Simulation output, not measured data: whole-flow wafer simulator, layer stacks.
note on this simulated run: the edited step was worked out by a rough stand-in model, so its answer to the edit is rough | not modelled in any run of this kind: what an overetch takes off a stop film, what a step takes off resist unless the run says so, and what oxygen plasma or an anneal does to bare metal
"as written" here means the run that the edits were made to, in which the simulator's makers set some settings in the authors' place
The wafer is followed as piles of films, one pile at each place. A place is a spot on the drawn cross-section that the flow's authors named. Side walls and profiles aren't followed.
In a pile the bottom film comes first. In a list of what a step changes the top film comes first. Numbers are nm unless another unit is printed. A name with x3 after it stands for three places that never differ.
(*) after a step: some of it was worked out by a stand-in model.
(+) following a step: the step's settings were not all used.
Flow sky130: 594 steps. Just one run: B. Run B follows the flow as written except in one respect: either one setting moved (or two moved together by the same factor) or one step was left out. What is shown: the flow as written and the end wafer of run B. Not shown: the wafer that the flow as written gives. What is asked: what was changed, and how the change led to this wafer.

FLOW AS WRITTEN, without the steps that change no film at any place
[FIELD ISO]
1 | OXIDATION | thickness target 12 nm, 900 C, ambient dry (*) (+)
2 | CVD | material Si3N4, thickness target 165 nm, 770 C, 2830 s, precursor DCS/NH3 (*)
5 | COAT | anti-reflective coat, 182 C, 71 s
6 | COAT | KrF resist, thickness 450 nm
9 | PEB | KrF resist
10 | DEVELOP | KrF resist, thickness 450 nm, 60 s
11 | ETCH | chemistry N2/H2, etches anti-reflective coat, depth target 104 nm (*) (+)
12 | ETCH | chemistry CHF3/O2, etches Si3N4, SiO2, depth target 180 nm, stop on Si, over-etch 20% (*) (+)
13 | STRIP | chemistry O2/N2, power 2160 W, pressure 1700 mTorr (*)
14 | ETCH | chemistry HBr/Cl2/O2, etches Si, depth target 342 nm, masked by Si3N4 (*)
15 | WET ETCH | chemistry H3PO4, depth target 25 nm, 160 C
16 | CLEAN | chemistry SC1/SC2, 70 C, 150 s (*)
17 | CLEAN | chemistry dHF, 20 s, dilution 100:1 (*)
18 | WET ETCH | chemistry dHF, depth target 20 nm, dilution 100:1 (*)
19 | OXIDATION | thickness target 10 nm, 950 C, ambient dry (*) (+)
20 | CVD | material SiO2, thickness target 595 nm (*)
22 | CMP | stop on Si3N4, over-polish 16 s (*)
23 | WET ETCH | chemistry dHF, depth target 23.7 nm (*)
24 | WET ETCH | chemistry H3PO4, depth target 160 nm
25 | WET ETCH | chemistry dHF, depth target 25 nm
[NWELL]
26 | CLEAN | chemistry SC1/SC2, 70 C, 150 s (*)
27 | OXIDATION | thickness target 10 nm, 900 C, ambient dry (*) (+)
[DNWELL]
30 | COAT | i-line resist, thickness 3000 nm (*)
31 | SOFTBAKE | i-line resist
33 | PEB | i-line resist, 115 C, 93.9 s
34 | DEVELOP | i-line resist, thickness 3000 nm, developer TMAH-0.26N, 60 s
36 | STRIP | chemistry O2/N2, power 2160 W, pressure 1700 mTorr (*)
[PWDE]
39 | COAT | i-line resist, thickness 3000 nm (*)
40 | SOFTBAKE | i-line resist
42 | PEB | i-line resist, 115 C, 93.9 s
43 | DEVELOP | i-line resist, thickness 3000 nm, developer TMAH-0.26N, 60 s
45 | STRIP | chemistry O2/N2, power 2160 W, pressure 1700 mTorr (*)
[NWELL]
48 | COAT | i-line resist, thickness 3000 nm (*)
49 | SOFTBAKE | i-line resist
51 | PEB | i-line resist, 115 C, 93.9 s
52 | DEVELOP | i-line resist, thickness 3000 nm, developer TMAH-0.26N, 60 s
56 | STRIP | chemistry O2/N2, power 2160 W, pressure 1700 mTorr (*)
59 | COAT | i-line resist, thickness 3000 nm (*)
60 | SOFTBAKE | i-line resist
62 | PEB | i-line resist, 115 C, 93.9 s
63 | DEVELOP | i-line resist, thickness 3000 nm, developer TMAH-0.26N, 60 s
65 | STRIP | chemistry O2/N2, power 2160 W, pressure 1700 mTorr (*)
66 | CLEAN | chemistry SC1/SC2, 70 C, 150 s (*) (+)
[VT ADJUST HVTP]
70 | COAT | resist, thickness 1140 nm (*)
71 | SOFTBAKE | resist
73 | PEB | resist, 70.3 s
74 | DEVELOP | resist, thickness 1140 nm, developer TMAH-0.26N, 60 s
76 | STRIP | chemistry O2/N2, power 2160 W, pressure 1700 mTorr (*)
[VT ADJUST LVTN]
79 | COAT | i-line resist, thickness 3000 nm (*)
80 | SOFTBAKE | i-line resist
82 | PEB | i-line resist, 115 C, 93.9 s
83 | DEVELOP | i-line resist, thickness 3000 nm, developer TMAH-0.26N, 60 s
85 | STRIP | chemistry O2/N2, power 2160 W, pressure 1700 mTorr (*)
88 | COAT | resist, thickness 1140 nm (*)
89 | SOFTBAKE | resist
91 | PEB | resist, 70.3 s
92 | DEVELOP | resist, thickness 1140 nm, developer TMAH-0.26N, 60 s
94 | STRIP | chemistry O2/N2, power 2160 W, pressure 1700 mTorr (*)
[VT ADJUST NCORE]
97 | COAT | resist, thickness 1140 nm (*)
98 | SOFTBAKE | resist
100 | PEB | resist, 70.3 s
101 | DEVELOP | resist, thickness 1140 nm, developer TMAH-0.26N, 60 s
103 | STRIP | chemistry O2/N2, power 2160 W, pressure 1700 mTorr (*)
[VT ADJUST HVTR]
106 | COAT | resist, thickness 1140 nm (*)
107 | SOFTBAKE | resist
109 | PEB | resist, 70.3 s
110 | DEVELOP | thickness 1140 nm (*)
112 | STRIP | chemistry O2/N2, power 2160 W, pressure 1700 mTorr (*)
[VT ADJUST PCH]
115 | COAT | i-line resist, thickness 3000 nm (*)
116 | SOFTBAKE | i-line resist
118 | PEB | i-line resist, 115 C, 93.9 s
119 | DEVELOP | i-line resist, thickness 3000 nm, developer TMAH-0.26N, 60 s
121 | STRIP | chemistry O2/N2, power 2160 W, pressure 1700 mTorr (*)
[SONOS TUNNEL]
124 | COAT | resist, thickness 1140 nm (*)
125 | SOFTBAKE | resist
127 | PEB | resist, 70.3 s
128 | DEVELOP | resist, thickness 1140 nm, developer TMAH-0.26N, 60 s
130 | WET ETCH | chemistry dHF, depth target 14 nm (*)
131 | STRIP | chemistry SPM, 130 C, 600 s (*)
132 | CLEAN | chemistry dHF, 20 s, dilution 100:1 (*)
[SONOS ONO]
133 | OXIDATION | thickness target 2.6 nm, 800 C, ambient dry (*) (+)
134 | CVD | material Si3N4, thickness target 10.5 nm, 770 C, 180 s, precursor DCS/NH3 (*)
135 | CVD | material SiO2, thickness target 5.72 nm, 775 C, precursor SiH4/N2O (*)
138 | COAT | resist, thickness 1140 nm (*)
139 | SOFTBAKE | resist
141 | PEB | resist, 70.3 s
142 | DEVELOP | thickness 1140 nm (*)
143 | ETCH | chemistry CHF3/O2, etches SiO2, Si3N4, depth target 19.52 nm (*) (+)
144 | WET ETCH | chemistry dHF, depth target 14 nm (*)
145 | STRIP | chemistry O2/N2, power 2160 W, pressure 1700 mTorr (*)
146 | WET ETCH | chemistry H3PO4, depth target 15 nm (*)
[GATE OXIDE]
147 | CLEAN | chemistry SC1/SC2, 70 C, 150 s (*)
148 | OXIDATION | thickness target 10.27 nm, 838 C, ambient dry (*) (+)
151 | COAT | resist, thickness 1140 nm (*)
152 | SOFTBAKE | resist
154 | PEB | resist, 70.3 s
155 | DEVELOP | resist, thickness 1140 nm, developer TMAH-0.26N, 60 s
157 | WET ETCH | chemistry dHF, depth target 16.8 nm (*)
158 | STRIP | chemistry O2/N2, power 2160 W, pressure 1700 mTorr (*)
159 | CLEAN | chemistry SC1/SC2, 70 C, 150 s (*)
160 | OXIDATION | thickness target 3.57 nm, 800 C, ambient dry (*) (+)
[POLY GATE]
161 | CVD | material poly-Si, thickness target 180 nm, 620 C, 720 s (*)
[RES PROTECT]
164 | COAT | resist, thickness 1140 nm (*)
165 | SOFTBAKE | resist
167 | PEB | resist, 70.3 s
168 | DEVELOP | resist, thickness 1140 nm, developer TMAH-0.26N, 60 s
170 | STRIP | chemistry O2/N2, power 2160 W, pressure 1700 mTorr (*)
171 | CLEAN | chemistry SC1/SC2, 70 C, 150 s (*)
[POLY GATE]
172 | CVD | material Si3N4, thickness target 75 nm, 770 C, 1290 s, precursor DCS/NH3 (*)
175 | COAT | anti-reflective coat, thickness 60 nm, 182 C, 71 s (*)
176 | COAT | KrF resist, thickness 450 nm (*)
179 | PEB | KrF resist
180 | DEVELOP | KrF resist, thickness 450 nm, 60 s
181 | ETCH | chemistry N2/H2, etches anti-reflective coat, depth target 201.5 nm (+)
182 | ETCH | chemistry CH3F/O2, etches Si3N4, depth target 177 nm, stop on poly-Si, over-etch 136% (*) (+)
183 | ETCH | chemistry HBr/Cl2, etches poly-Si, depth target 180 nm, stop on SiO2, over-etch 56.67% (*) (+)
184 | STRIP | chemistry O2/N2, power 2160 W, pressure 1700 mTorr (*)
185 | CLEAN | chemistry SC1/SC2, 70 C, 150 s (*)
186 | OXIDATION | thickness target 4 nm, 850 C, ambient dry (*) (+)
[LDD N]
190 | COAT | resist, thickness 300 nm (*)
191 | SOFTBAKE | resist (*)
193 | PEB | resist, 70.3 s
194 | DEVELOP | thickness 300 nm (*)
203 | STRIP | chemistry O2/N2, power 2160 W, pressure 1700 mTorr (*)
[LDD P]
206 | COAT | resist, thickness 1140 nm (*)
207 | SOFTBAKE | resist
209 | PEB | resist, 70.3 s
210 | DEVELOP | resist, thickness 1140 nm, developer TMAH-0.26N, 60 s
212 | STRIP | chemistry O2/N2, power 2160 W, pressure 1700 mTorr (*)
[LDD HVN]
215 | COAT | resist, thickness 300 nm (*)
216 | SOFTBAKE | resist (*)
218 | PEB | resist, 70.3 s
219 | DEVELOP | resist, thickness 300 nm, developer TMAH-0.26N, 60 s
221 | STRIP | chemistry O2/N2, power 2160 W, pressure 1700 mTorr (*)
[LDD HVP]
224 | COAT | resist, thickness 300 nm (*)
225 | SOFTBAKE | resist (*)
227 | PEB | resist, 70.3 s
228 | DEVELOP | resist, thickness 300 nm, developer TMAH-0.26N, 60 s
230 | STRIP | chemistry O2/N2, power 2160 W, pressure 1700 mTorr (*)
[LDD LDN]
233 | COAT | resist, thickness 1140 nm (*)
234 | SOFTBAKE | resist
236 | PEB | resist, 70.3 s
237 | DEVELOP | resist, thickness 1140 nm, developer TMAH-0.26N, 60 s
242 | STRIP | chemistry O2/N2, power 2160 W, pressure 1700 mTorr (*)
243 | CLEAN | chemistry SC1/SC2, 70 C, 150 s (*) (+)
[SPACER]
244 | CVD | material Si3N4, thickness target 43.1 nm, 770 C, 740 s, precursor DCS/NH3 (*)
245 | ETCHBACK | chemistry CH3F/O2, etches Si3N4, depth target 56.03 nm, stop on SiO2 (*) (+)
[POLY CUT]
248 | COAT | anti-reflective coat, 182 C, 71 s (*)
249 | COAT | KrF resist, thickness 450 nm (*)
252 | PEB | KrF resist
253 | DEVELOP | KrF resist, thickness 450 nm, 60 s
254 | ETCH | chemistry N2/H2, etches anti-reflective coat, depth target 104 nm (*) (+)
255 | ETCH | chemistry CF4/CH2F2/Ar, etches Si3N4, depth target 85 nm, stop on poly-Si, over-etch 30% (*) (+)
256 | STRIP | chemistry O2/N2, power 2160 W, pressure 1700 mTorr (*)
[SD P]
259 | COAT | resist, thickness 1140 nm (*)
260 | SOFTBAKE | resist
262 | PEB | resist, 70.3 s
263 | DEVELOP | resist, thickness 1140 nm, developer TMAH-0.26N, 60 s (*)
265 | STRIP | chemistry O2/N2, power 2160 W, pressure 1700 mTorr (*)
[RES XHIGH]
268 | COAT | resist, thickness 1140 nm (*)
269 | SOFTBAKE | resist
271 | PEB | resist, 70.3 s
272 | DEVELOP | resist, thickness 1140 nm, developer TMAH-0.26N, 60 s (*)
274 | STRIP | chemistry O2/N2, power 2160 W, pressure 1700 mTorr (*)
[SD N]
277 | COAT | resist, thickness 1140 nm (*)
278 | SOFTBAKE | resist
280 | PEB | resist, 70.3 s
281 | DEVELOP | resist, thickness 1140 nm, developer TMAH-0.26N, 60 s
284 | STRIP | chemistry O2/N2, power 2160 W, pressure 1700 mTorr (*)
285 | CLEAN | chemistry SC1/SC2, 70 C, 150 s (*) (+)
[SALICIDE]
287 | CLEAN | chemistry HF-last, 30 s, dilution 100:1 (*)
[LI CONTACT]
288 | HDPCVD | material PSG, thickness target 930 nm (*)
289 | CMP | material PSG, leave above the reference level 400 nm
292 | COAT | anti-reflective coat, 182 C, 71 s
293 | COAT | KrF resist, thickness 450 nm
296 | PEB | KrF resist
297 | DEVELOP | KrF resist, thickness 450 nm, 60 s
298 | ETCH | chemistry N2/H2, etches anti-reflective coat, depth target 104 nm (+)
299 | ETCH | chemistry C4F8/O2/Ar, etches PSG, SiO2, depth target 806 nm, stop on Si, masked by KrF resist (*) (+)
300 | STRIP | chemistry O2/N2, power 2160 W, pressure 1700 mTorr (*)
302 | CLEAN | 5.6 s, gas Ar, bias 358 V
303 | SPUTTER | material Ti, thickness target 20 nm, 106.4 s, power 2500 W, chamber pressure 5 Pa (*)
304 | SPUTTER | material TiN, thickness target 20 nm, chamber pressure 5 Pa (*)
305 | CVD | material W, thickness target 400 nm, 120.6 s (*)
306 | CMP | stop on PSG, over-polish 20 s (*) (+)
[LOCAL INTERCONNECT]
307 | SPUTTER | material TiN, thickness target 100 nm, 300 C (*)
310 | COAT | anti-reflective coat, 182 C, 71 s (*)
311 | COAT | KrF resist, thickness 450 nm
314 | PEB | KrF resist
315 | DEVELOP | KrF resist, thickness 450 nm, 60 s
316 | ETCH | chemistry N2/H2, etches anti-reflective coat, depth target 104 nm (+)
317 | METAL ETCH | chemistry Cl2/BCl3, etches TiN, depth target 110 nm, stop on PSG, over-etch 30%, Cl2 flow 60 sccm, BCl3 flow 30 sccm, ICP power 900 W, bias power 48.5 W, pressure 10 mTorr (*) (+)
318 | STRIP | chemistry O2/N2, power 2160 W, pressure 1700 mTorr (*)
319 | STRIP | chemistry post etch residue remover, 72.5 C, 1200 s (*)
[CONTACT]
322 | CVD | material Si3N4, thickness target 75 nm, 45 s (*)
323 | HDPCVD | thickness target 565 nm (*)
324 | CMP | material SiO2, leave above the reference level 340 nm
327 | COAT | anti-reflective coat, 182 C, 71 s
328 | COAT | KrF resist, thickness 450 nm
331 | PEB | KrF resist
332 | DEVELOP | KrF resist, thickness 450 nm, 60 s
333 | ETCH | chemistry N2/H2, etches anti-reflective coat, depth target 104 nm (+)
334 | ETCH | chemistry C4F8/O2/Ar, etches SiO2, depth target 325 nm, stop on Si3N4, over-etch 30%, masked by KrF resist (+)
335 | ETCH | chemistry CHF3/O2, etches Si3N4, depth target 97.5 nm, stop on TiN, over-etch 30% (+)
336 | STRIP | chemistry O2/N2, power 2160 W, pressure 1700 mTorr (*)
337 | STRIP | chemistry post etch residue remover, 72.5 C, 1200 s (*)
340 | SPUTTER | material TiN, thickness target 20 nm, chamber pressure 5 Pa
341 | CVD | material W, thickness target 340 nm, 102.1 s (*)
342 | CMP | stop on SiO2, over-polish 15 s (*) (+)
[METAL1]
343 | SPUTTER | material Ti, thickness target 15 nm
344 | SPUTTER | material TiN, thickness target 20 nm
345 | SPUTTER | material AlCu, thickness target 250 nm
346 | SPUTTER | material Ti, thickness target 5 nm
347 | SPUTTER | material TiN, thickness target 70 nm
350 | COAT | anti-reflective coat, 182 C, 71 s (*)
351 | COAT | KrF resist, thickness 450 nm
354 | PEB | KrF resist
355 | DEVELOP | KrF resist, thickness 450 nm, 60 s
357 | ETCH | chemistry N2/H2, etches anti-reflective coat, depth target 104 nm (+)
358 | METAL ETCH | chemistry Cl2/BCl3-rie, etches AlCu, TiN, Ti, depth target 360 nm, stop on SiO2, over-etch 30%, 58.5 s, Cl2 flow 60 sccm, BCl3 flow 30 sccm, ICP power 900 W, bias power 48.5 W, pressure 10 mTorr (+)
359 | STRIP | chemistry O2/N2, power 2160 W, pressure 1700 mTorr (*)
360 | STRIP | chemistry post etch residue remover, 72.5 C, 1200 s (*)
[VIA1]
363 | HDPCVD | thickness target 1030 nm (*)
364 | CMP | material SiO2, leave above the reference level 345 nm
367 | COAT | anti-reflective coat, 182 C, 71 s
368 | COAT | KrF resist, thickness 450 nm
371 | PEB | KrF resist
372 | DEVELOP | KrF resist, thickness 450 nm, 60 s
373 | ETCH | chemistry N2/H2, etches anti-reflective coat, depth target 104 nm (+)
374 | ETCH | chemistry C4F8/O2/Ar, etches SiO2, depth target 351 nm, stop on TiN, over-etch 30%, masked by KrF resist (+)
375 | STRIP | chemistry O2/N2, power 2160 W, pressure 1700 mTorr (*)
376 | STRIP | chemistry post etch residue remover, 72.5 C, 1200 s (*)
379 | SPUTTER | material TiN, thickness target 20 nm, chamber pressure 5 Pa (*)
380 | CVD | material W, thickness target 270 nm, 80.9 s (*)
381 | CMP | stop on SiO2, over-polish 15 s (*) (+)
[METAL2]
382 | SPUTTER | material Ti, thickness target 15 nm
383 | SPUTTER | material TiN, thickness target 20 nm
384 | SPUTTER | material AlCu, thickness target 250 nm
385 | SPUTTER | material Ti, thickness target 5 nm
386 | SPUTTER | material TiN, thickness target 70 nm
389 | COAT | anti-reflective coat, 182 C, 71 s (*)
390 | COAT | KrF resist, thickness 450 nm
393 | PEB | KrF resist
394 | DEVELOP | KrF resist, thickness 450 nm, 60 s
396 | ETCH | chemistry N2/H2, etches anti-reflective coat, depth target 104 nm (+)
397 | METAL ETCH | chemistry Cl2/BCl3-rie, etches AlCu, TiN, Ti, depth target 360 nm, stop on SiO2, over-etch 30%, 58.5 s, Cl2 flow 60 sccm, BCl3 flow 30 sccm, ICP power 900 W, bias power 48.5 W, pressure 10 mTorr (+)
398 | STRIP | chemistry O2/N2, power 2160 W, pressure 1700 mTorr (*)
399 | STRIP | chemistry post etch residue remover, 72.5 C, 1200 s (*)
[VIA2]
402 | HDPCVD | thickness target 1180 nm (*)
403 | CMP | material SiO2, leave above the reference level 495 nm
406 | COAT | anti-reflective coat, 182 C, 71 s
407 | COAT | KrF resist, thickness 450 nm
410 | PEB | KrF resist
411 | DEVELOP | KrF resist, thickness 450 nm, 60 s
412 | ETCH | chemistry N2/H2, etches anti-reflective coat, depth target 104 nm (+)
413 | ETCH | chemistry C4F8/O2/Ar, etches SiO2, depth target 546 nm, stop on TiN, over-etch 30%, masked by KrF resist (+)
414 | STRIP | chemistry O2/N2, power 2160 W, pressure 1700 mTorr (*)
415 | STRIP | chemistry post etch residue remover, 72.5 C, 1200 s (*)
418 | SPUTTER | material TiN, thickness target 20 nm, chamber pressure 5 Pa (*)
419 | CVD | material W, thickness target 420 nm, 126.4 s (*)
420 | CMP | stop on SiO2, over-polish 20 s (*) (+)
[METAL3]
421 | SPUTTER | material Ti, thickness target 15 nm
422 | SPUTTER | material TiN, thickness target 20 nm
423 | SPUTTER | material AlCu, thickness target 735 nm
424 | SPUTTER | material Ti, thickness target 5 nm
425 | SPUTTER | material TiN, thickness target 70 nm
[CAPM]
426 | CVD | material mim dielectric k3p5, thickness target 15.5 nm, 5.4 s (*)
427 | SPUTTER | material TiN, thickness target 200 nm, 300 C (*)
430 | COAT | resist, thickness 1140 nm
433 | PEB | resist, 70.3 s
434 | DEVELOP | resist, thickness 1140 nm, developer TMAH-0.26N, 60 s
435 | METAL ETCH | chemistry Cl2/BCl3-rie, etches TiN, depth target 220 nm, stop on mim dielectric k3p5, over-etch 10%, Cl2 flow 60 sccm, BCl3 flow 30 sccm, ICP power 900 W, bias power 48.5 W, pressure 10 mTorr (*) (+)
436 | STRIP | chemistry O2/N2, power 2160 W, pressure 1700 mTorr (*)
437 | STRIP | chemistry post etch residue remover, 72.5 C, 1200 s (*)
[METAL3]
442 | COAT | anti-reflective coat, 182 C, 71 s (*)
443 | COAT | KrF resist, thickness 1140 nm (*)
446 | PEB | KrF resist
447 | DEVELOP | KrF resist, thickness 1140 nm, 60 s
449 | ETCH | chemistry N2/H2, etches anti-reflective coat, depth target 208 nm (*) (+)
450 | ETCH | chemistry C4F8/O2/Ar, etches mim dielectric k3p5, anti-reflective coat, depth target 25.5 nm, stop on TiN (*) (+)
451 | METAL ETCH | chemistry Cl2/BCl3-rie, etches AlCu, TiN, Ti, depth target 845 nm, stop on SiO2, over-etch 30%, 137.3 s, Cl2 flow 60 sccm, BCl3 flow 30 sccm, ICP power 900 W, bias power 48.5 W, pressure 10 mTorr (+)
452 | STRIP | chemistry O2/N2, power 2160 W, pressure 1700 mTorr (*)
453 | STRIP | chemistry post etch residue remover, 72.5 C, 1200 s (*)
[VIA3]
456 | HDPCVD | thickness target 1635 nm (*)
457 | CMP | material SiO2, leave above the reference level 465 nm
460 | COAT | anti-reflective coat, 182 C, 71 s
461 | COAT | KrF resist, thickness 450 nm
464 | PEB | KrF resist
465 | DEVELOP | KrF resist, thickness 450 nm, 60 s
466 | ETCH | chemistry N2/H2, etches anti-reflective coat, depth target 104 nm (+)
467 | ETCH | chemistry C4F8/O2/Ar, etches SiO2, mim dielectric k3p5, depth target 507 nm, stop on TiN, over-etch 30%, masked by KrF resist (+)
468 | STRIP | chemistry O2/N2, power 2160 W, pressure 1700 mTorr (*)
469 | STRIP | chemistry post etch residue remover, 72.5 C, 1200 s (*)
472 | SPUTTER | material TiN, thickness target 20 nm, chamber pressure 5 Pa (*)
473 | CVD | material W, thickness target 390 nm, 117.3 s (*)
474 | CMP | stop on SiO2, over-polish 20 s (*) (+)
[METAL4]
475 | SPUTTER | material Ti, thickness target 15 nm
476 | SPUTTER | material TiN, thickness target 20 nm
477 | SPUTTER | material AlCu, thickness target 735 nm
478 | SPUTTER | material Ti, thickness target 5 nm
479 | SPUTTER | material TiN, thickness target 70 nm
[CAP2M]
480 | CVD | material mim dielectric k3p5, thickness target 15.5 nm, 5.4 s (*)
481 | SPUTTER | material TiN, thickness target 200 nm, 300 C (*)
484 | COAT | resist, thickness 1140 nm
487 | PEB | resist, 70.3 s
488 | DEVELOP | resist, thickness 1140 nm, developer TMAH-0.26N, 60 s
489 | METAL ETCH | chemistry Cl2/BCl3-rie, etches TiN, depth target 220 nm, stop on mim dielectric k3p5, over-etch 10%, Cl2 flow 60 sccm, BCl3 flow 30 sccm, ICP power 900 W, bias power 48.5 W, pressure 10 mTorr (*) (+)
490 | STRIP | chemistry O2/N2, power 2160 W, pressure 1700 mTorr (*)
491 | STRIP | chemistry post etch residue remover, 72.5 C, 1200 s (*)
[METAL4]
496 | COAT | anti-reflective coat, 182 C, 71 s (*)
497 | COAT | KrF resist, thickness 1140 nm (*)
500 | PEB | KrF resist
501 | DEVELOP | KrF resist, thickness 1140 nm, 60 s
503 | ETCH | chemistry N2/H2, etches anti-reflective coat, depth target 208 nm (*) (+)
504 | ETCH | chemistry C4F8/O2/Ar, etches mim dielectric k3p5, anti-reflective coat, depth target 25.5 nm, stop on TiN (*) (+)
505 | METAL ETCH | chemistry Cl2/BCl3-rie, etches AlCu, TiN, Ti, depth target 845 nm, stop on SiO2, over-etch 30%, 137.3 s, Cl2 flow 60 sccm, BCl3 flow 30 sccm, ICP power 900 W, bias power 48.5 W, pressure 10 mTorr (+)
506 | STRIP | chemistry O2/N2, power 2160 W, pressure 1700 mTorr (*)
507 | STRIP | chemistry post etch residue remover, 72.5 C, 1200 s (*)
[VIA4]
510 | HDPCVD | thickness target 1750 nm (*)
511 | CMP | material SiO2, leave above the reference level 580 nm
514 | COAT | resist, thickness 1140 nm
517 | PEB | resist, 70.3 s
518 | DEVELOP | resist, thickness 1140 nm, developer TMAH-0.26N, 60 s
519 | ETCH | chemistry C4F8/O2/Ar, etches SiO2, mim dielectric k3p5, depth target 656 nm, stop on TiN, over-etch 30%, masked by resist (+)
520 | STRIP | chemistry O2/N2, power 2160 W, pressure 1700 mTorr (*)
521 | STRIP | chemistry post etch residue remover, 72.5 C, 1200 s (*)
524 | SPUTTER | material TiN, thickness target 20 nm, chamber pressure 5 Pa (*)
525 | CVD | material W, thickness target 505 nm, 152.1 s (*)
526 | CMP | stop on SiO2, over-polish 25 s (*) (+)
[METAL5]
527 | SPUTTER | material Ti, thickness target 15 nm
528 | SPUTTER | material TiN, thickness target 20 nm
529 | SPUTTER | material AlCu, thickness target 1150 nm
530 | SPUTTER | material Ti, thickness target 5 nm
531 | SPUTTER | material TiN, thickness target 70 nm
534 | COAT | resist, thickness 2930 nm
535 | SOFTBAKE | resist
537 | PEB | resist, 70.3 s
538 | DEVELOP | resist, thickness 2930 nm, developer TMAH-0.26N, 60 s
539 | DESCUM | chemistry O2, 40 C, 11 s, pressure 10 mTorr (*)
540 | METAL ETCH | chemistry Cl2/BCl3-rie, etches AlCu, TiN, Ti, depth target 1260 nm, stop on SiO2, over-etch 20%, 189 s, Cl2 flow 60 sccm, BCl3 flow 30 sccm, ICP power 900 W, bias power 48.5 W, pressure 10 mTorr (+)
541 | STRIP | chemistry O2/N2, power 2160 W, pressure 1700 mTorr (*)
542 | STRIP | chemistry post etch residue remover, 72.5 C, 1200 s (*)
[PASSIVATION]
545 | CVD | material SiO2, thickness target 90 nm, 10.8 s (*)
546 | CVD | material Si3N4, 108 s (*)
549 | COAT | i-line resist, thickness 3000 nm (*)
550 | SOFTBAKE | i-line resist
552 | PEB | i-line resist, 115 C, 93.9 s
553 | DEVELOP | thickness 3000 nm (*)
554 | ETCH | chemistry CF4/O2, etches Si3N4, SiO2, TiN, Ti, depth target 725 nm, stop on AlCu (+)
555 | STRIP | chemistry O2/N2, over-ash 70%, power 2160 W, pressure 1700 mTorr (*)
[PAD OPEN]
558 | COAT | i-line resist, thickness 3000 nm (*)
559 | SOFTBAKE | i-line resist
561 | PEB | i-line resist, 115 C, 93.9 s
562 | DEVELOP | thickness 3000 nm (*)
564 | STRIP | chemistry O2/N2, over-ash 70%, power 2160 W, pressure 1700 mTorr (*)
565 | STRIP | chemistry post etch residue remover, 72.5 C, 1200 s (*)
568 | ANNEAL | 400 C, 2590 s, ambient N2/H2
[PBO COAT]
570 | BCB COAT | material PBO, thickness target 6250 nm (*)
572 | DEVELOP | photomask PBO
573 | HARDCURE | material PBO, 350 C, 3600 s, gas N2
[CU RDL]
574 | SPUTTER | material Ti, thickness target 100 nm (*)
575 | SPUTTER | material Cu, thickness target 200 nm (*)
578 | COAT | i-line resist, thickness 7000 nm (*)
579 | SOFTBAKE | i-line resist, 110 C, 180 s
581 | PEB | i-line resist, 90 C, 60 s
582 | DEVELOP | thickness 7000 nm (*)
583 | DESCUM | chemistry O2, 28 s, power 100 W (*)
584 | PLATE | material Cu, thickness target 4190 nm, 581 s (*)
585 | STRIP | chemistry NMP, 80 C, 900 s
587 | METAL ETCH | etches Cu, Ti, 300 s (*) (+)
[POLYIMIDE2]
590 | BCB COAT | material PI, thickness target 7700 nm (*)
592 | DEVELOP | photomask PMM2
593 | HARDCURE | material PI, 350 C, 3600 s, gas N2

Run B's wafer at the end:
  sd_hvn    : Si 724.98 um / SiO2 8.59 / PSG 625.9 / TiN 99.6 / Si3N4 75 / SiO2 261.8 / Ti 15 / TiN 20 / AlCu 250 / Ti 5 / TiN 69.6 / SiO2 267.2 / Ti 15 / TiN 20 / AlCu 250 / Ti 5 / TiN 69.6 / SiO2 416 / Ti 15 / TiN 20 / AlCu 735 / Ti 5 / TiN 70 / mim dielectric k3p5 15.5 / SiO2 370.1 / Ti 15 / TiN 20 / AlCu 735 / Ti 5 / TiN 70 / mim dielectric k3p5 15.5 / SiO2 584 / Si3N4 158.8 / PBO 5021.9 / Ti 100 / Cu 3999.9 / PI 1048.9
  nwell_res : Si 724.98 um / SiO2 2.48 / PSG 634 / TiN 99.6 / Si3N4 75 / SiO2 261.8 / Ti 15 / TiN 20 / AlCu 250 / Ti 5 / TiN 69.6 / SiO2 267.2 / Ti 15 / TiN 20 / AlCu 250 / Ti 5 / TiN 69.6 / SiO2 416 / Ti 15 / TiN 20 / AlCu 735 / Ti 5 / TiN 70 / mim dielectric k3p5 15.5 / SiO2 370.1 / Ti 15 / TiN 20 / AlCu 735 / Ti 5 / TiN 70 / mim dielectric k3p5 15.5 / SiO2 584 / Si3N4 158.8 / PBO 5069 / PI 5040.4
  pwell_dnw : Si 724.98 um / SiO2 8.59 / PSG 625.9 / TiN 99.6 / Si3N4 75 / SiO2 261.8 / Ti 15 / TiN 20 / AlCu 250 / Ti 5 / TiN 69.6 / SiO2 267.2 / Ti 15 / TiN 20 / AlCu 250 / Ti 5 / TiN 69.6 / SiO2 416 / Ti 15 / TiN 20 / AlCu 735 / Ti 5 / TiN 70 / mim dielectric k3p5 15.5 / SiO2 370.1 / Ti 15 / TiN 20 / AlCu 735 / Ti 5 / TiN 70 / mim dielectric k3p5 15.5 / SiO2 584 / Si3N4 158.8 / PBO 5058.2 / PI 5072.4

Cause: step 186, OXIDATION: 892 C was run, whereas the flow has 850 C.

The path from the change to this, step by step:
  186 | OXIDATION | thickness target 4 nm, 850 C, ambient dry (*) (+)
      active, p_well, spacer and 26 more: +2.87 SiO2, -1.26 Si (it would be, as written: +1.55 SiO2, -0.68 Si)
      pwell_dnw, sd_hvn, dext_ntap_nw and 17 more: +1.77 SiO2, -0.78 Si (it would be, as written: +0.94 SiO2, -0.41 Si)
      (also at 1 further place)
  248 | COAT | anti-reflective coat, 182 C, 71 s (*)
      gate_p_g5v0: +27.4 anti-reflective coat (new film) (it would be, as written: +26.8 anti-reflective coat (new film))
  256 | STRIP | chemistry O2/N2, power 2160 W, pressure 1700 mTorr (*)
      gate_p_g5v0: -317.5 KrF resist (all of it), -27.4 anti-reflective coat (all of it) (it would be, as written: -317.7 KrF resist (all of it), -26.8 anti-reflective coat (all of it))
  299 | ETCH | chemistry C4F8/O2/Ar, etches PSG, SiO2, depth target 806 nm, stop on Si, masked by KrF resist (*) (+)
      contact, ndiff_licon, ndiff_licon_cpp: -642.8 PSG (all of it), -2.48 SiO2 (all of it) (it would be, as written: -643.6 PSG (all of it), -1.16 SiO2 (all of it))
